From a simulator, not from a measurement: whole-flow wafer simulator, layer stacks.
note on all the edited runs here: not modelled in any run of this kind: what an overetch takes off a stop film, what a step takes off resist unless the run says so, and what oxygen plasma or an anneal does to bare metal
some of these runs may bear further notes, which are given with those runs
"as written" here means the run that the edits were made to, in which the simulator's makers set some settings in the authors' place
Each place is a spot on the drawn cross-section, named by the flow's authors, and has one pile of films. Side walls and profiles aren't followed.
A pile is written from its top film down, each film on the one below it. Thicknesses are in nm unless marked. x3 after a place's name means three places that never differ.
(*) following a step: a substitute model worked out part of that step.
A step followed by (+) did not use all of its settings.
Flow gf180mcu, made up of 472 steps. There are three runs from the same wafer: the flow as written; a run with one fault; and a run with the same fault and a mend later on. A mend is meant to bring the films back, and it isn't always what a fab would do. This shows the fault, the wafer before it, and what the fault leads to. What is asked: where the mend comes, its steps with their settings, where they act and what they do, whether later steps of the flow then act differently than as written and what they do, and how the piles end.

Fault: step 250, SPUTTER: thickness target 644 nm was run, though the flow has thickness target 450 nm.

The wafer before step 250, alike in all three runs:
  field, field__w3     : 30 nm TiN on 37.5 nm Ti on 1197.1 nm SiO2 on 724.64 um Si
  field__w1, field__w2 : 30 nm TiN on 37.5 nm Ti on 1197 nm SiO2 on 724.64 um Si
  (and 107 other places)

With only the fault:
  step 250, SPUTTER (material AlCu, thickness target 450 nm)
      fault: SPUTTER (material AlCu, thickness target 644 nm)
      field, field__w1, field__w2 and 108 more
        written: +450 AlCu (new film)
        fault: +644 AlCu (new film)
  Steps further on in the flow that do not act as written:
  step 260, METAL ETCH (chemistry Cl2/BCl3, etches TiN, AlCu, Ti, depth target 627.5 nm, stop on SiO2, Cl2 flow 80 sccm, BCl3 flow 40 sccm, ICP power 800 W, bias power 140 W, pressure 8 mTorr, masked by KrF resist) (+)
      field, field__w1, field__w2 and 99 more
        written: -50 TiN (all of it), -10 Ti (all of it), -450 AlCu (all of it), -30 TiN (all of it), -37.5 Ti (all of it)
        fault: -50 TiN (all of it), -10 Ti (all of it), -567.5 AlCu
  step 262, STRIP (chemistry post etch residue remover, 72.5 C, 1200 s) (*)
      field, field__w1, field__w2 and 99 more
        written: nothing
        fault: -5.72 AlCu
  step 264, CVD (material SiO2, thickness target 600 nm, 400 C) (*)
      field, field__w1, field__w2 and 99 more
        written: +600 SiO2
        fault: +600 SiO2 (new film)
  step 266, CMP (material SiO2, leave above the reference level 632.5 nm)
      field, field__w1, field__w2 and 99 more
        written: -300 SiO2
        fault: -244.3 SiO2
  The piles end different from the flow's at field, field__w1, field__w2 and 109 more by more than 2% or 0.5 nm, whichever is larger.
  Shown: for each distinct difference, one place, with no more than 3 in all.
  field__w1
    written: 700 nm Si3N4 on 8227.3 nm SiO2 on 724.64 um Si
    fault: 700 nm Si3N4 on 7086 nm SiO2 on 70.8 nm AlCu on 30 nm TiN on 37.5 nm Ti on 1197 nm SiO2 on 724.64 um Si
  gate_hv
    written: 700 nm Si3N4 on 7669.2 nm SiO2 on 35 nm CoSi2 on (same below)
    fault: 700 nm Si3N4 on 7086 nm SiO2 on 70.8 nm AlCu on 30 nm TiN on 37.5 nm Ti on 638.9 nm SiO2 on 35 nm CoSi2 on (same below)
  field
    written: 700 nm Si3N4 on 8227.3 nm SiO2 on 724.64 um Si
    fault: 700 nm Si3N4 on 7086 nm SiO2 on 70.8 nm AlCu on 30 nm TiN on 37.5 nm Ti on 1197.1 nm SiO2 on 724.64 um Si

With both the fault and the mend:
  The mend stands after step 250.
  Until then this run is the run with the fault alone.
  step 250a, METAL ETCH (chemistry Cl2/BCl3, etches TiN, AlCu, Ti, depth target 194 nm, Cl2 flow 80 sccm, BCl3 flow 40 sccm, ICP power 800 W, bias power 140 W, pressure 8 mTorr)
      field, field__w1, field__w2 and 108 more
        -194 AlCu
  Every later step of the flow that is run acts as written at every place that is followed.
  At every place that both follow, the piles at the end match the flow's.
